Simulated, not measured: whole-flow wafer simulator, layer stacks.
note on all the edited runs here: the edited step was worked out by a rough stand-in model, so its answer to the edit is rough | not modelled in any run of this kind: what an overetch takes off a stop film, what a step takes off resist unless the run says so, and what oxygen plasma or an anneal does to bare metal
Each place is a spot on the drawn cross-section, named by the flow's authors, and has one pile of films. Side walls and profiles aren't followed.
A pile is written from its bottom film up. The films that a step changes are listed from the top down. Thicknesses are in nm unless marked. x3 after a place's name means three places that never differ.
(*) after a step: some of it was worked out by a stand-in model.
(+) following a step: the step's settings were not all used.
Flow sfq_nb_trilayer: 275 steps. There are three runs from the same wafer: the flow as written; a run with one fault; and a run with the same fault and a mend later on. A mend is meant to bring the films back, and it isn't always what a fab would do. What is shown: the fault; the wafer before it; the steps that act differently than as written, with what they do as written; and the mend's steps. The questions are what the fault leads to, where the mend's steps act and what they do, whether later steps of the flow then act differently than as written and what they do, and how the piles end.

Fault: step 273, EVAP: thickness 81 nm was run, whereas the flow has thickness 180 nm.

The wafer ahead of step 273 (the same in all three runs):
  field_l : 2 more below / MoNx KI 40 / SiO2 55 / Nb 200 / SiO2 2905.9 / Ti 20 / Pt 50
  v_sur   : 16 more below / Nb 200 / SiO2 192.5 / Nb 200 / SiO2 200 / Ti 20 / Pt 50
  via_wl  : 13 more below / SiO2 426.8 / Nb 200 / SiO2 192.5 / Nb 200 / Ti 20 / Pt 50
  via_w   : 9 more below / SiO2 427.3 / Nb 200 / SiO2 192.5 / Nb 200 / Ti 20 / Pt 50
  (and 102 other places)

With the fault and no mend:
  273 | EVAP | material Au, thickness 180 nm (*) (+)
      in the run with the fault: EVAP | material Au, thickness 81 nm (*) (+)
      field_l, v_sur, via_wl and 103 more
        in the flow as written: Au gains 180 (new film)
        in the run with the fault: Au gains 81 (new film)
  Steps later in the flow that act otherwise than as written:
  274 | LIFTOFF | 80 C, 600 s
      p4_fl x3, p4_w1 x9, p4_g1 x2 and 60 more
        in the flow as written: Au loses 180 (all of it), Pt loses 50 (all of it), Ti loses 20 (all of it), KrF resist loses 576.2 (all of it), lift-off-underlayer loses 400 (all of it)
        in the run with the fault: Au loses 81 (all of it), Pt loses 50 (all of it), Ti loses 20 (all of it), KrF resist loses 576.2 (all of it), lift-off-underlayer loses 400 (all of it)
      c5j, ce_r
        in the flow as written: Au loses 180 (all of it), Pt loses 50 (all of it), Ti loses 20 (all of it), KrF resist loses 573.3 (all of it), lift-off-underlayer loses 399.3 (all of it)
        in the run with the fault: Au loses 81 (all of it), Pt loses 50 (all of it), Ti loses 20 (all of it), KrF resist loses 573.3 (all of it), lift-off-underlayer loses 399.3 (all of it)
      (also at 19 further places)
  By the end, the piles at field_l, v_sur, via_wl and 8 more depart from the flow's by more than 2% or 0.5 nm, whichever is larger.
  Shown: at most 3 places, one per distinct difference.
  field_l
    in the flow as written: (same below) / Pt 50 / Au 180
    in the run with the fault: (same below) / Pt 50 / Au 81

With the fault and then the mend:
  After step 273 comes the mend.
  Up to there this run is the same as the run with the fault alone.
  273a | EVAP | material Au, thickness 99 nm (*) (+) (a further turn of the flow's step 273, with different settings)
      field_l, v_sur, via_wl and 103 more
        Au gains 99
  Every later step of the flow that is run acts as written at every place that is followed.
  The piles end the same as the flow's at every place that both follow.
